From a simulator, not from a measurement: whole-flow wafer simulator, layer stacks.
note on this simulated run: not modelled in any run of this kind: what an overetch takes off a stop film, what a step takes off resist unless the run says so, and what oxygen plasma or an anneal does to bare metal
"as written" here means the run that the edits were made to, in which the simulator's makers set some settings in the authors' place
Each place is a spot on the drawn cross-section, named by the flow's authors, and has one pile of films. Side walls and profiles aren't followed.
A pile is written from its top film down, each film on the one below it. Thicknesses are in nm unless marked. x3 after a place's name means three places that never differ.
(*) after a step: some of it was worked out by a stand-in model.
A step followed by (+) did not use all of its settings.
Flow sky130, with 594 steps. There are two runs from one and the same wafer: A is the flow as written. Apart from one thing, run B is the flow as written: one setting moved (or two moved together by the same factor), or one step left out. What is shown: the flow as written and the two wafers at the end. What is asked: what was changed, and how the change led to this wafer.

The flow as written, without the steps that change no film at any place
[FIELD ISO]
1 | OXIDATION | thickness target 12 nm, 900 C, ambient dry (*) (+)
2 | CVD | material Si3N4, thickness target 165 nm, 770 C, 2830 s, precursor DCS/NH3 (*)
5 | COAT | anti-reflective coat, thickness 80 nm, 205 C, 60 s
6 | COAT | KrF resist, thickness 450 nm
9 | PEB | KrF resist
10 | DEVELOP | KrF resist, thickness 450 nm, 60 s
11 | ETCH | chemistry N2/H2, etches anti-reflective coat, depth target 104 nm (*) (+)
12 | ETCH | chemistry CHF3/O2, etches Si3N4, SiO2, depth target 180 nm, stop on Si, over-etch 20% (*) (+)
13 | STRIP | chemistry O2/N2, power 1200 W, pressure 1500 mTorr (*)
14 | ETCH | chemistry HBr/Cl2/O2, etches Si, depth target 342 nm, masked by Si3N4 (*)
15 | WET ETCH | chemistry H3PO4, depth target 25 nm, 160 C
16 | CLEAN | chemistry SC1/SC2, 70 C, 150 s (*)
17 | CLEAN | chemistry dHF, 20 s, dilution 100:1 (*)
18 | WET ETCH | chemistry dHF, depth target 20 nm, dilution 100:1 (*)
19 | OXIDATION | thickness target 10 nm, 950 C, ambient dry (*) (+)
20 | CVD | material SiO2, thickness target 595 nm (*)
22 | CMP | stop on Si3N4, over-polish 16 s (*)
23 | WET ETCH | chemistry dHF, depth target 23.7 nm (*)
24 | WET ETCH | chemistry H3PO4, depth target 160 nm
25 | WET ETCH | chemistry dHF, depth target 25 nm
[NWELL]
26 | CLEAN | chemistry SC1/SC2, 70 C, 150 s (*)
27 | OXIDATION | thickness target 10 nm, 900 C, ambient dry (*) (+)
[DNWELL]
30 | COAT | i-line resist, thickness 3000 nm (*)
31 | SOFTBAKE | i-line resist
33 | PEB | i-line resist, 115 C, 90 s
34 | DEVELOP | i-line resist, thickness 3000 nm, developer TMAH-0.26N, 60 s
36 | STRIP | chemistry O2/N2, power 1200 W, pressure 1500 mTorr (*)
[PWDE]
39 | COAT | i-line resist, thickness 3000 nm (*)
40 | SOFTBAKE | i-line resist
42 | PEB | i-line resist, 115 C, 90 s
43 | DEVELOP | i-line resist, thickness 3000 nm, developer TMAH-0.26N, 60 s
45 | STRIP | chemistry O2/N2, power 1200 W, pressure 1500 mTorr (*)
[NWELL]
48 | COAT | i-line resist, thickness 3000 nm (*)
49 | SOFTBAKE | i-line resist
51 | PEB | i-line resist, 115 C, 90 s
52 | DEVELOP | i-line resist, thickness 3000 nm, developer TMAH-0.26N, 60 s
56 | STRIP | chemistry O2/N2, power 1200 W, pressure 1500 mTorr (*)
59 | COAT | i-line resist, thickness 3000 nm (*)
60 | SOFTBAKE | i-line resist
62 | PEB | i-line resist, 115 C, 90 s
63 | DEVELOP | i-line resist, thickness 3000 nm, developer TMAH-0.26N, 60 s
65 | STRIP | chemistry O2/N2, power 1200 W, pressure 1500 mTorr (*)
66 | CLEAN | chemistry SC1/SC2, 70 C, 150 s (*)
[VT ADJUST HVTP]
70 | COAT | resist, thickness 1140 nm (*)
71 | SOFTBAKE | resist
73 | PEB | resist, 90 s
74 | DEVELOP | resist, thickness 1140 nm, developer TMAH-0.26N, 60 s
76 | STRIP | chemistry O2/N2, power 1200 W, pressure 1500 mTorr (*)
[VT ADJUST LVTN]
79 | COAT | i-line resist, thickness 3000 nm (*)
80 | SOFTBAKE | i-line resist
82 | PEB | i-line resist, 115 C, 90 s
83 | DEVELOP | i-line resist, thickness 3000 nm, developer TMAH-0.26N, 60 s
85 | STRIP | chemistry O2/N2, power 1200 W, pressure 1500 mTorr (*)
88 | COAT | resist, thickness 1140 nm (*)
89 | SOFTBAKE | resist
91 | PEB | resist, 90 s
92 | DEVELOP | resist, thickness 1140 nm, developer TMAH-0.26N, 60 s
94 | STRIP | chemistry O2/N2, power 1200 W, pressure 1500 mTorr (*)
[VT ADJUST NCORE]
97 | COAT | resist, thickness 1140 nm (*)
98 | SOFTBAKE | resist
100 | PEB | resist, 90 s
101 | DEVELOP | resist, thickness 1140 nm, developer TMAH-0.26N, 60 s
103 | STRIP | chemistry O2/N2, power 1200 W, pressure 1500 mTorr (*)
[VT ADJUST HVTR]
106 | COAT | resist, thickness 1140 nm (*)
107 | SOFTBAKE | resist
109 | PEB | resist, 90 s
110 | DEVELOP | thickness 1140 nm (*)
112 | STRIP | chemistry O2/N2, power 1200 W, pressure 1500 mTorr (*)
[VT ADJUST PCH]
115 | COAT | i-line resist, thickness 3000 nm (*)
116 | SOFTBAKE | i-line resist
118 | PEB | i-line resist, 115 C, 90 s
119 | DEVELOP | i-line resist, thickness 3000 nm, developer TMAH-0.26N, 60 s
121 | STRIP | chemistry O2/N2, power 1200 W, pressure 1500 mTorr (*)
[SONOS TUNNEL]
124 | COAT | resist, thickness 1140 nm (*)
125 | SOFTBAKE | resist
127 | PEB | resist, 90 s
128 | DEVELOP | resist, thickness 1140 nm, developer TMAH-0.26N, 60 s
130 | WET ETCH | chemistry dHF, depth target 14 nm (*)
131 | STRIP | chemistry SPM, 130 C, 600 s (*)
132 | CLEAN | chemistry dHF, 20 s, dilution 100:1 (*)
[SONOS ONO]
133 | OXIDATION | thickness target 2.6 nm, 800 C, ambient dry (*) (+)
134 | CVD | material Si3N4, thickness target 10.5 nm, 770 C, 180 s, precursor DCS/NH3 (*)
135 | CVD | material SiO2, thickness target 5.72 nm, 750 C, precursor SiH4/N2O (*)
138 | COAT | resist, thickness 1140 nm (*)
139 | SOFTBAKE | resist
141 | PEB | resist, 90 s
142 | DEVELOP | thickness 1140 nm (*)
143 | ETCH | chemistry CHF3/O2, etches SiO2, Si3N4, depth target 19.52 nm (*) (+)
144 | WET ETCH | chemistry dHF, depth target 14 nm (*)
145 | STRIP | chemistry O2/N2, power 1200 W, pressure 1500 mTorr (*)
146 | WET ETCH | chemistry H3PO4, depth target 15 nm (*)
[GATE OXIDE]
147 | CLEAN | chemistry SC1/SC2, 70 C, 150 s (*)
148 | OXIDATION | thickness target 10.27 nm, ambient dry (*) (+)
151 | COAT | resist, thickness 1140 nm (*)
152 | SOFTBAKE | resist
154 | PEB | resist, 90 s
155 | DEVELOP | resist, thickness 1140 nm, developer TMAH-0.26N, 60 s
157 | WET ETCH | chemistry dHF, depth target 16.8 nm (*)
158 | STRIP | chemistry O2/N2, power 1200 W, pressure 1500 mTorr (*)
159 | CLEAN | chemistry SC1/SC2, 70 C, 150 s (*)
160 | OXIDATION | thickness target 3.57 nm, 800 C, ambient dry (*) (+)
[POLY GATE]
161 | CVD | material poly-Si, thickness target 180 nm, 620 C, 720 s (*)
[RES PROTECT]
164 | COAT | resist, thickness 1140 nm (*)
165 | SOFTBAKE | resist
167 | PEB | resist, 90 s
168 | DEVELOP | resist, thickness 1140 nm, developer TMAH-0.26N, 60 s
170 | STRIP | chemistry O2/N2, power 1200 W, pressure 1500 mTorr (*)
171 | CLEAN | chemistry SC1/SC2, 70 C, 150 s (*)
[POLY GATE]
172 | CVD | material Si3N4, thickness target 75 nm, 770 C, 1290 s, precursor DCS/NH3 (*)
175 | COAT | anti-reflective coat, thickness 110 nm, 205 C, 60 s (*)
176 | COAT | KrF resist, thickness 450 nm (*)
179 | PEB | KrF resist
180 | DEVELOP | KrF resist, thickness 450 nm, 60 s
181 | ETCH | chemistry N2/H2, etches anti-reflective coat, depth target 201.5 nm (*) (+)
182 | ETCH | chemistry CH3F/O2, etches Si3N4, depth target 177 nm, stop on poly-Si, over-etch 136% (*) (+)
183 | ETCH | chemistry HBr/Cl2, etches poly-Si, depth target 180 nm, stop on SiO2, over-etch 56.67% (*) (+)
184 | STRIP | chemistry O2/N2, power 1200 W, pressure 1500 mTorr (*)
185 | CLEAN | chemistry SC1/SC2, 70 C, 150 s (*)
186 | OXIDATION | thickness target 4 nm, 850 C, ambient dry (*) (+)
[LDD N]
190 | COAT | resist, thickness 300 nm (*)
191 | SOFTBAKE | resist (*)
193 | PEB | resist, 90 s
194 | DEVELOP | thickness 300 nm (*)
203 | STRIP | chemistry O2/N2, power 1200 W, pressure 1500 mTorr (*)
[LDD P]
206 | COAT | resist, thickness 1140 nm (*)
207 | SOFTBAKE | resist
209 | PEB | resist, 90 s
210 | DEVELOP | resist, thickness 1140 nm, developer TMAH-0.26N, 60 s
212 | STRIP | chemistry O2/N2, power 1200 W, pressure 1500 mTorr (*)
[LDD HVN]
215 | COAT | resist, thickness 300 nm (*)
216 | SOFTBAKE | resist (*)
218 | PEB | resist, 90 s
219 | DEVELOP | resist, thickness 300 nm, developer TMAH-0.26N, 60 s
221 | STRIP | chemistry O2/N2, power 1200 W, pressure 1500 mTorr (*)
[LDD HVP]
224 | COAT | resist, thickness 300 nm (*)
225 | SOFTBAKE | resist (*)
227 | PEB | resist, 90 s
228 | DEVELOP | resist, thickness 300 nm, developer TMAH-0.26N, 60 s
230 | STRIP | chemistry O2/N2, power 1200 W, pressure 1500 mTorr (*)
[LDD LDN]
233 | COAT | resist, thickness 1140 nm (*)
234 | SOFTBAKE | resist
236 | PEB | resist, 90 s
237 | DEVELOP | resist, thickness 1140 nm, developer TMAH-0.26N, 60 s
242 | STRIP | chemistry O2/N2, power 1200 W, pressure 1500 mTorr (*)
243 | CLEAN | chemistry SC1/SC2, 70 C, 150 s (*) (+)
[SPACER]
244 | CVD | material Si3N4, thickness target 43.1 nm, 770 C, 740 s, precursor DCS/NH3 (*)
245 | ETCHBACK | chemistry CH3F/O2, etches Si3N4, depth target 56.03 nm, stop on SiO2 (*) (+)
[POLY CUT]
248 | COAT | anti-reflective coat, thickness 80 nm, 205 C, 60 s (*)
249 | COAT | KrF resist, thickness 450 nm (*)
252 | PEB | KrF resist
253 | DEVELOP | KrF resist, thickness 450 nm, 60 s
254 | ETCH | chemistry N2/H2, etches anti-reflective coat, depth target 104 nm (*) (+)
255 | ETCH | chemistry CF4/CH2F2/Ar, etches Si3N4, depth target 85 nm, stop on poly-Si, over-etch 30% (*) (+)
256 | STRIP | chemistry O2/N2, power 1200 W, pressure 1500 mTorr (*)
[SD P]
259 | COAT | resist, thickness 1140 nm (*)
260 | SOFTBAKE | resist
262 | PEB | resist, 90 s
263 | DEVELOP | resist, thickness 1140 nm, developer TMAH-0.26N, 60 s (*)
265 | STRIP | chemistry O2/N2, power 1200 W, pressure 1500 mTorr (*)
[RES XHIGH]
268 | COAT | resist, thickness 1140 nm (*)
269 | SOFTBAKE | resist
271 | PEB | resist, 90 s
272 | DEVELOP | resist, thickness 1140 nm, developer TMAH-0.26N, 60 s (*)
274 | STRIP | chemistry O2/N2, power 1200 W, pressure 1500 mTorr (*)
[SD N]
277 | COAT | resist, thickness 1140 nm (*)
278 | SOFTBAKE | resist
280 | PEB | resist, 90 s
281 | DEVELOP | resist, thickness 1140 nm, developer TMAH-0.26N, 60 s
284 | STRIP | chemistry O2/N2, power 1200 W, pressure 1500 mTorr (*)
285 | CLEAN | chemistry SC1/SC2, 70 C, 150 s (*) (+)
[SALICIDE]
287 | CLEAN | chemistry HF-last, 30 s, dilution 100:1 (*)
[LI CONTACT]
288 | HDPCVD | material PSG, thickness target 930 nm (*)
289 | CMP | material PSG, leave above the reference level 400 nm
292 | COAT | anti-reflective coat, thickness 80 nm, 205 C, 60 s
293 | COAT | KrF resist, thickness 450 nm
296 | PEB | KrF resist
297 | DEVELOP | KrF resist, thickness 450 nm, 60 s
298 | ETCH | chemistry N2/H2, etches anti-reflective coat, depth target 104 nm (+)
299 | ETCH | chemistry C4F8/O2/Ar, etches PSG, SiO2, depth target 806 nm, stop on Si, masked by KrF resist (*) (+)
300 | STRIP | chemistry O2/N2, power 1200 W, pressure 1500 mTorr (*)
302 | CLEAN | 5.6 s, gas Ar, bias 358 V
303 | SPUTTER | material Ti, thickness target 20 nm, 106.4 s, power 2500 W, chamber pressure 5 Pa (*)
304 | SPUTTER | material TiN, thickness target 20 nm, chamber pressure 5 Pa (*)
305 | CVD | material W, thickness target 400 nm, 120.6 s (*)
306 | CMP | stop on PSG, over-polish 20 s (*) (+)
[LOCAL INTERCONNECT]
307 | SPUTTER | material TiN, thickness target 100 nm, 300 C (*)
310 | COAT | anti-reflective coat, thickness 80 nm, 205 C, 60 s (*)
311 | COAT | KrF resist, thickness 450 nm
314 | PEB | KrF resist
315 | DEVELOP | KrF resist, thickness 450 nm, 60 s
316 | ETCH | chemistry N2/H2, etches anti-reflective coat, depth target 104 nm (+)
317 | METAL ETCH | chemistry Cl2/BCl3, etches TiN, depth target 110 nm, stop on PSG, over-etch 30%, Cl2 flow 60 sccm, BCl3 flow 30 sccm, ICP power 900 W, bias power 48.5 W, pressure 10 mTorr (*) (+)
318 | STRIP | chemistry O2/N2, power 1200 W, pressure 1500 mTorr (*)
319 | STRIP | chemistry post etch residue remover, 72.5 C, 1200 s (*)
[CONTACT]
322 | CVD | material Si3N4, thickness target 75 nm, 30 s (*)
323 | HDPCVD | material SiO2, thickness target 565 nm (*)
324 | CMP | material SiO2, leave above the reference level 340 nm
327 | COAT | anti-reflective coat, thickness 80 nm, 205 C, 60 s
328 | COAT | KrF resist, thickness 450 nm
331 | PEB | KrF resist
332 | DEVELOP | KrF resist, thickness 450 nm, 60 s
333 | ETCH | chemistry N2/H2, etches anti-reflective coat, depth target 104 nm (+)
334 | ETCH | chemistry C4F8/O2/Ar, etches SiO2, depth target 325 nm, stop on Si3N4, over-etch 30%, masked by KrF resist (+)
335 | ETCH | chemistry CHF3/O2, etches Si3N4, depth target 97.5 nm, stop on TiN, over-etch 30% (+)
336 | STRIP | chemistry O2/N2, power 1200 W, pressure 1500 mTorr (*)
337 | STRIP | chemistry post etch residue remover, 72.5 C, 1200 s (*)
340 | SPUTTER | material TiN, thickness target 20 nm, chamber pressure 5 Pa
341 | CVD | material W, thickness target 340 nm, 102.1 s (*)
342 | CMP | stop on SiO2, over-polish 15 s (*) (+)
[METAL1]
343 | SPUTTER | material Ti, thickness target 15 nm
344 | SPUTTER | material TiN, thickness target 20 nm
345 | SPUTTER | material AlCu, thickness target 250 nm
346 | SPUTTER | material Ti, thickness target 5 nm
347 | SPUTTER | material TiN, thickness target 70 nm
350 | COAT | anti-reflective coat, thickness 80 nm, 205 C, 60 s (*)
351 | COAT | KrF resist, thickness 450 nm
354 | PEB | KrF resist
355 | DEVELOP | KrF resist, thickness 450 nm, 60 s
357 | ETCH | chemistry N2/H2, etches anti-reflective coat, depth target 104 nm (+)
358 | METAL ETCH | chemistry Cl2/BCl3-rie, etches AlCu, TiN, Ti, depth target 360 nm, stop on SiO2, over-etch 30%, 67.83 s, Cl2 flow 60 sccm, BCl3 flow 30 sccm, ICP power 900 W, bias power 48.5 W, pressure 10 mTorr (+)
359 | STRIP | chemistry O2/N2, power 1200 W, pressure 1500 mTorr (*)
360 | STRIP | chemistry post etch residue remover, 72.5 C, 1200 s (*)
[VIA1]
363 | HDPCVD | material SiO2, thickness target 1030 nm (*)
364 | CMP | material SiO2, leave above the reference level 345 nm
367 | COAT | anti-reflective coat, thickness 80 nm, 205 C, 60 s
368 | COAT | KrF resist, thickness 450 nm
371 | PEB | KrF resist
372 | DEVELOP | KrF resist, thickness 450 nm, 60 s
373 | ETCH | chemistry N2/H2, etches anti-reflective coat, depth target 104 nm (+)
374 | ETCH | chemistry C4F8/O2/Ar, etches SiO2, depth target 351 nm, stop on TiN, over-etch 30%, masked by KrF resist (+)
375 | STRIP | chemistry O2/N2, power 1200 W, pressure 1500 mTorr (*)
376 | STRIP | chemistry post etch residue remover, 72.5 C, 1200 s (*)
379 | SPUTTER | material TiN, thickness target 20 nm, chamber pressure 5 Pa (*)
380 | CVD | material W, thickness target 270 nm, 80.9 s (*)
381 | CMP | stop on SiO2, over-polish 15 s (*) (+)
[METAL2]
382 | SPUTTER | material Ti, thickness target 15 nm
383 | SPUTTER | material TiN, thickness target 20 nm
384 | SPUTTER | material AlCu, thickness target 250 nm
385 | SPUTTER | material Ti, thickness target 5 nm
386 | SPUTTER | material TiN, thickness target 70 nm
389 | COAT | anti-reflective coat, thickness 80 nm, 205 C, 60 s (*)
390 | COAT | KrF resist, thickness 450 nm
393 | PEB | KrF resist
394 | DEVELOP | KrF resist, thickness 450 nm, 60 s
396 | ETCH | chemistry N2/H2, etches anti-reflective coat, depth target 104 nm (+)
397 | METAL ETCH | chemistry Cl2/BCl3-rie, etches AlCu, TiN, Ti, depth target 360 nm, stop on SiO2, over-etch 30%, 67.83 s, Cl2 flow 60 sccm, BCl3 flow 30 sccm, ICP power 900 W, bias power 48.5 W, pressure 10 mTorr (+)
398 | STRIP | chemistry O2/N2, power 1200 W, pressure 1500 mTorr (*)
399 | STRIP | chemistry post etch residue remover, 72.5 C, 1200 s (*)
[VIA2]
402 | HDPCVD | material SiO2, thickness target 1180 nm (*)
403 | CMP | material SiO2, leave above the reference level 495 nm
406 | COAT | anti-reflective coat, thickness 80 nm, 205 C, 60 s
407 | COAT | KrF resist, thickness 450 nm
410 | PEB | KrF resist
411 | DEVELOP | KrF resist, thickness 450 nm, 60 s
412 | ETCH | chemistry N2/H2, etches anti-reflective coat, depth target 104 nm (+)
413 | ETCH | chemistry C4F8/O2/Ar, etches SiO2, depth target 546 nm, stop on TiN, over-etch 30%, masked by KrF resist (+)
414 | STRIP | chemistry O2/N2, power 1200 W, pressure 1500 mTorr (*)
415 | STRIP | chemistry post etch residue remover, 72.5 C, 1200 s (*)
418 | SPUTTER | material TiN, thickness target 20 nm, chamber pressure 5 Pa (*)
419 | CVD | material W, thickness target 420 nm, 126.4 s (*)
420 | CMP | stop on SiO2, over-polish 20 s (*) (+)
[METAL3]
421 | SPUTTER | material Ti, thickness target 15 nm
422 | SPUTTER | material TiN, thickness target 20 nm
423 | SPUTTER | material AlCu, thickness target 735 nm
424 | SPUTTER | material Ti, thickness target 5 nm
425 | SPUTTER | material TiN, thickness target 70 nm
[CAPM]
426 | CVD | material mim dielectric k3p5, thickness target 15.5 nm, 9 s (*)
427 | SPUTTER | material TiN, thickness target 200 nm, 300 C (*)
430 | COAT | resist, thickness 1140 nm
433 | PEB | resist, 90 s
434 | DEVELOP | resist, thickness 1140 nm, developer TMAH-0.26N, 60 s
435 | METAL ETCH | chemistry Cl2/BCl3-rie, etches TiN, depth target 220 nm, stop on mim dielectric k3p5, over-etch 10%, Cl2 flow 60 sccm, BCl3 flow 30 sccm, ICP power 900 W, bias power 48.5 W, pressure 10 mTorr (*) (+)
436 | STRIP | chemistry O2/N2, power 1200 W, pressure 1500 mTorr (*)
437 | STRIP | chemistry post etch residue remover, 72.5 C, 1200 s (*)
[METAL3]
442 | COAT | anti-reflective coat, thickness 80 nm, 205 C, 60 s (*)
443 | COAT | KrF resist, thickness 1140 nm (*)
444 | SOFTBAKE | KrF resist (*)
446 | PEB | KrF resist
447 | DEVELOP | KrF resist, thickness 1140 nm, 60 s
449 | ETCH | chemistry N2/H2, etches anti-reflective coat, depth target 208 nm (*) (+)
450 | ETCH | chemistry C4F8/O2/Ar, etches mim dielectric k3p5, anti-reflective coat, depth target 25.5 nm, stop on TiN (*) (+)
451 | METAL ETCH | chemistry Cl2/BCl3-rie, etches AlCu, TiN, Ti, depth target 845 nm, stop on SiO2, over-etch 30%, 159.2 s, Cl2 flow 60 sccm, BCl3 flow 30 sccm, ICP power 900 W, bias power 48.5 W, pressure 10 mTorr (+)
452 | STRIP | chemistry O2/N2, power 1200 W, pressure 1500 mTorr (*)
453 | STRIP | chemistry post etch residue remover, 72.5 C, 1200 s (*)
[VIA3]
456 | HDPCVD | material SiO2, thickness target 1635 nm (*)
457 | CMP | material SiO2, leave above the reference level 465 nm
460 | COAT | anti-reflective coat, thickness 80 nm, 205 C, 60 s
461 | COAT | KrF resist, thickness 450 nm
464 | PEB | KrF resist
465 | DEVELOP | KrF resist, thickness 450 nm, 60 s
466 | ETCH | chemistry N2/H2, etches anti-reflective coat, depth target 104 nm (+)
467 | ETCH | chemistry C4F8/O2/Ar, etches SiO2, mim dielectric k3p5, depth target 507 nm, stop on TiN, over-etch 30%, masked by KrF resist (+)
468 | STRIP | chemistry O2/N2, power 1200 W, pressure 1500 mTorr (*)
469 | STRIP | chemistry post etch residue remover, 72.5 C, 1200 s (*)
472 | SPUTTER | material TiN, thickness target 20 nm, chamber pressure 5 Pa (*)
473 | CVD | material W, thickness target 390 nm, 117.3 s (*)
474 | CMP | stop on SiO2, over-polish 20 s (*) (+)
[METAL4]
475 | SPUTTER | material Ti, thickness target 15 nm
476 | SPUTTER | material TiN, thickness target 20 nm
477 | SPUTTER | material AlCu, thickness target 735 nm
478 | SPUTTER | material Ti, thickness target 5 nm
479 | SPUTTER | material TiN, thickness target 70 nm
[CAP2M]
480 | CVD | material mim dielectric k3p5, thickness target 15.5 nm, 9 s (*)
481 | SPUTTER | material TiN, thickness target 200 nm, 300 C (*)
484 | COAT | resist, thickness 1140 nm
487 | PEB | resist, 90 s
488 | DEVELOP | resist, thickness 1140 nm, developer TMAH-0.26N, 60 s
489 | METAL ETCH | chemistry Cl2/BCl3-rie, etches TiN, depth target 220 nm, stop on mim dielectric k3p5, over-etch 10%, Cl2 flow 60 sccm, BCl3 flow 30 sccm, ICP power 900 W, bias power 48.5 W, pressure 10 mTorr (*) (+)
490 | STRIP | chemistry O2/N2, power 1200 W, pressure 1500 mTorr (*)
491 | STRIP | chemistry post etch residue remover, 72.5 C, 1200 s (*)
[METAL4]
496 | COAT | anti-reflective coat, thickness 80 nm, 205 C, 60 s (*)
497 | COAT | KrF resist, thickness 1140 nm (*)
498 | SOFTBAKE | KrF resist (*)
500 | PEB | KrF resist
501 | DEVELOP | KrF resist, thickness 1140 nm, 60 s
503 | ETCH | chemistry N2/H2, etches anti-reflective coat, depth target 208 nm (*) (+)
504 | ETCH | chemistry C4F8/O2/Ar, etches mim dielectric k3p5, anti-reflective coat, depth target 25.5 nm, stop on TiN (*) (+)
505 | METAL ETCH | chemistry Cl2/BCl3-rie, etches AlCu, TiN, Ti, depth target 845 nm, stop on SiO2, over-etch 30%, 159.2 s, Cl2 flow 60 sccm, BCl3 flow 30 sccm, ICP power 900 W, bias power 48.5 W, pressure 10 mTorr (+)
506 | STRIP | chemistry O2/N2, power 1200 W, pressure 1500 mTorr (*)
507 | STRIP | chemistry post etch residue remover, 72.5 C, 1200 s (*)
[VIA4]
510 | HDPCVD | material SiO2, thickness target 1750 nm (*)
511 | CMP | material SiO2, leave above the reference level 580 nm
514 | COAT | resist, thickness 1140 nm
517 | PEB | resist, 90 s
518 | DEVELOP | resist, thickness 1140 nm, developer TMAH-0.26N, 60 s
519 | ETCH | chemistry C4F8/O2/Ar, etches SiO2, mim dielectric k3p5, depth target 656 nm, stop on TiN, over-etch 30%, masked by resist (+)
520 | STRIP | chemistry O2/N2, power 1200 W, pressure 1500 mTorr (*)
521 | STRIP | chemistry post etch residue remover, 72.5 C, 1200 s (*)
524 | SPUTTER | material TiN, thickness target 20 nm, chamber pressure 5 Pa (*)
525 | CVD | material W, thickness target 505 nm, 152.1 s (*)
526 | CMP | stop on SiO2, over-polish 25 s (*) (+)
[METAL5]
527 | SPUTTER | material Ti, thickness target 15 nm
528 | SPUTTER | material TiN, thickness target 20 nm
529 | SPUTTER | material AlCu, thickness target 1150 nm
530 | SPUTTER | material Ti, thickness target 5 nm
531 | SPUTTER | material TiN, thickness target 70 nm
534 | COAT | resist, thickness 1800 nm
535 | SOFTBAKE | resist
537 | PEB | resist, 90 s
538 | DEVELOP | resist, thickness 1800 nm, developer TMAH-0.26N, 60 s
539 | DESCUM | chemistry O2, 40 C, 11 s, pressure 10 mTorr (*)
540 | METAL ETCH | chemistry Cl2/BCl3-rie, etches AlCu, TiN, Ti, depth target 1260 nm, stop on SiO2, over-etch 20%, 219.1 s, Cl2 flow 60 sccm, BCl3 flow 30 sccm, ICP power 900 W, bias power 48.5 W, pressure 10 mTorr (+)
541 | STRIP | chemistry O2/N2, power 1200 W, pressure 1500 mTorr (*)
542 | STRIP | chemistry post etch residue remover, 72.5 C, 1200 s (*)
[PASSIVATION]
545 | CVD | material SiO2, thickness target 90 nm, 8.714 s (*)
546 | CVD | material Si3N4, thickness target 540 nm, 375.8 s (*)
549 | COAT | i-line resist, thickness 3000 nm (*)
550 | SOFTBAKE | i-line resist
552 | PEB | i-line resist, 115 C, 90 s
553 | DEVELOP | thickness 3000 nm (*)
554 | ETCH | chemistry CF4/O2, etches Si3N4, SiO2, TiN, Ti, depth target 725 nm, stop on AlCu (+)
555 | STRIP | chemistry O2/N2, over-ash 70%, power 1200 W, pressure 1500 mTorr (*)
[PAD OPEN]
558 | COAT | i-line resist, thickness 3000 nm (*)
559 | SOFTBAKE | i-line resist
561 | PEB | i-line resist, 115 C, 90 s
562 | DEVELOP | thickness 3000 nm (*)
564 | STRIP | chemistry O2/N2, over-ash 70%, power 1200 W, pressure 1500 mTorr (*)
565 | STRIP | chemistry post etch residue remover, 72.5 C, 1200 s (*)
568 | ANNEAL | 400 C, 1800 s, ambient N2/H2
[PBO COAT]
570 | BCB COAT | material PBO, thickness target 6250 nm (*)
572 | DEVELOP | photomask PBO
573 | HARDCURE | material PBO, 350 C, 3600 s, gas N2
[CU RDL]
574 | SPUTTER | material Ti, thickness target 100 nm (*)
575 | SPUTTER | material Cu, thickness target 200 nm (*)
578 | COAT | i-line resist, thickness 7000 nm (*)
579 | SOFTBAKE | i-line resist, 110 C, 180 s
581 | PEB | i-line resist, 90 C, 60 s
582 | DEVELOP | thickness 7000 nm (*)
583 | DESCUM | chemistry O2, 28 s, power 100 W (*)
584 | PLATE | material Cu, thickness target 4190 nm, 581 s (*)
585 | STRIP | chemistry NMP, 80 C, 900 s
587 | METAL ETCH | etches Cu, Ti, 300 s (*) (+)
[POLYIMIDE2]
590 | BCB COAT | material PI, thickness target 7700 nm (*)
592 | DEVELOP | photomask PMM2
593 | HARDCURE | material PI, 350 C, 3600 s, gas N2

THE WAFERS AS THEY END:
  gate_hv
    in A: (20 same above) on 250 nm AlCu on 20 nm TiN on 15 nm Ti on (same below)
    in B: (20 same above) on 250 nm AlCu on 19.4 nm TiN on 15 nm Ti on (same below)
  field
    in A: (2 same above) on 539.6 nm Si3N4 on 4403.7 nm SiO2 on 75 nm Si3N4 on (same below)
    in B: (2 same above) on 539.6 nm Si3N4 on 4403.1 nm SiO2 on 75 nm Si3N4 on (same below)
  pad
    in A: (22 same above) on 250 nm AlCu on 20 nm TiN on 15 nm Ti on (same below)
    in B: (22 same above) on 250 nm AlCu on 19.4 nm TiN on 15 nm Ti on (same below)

What caused this: step 383, SPUTTER: thickness target 19.4 nm was run, while the flow as written has thickness target 20 nm.
One can read it off the wafer: gate_hv has TiN 19.4, and step 383 as written asks for 20 nm.

The path from the change to this, step by step:
  383 | SPUTTER | material TiN, thickness target 20 nm
      field, active, n_well and 188 more: A +20 TiN (new film) | B +19.4 TiN (new film)
  397 | METAL ETCH | chemistry Cl2/BCl3-rie, etches AlCu, TiN, Ti, depth target 360 nm, stop on SiO2, over-etch 30%, 67.83 s, Cl2 flow 60 sccm, BCl3 flow 30 sccm, ICP power 900 W, bias power 48.5 W, pressure 10 mTorr (+)
      field, active, gate and 82 more: A -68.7 TiN (all of it), -5 Ti (all of it), -250 AlCu (all of it), -20 TiN (all of it), -15 Ti (all of it), -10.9 SiO2 | B -68.7 TiN (all of it), -5 Ti (all of it), -250 AlCu (all of it), -19.4 TiN (all of it), -15 Ti (all of it), -11 SiO2
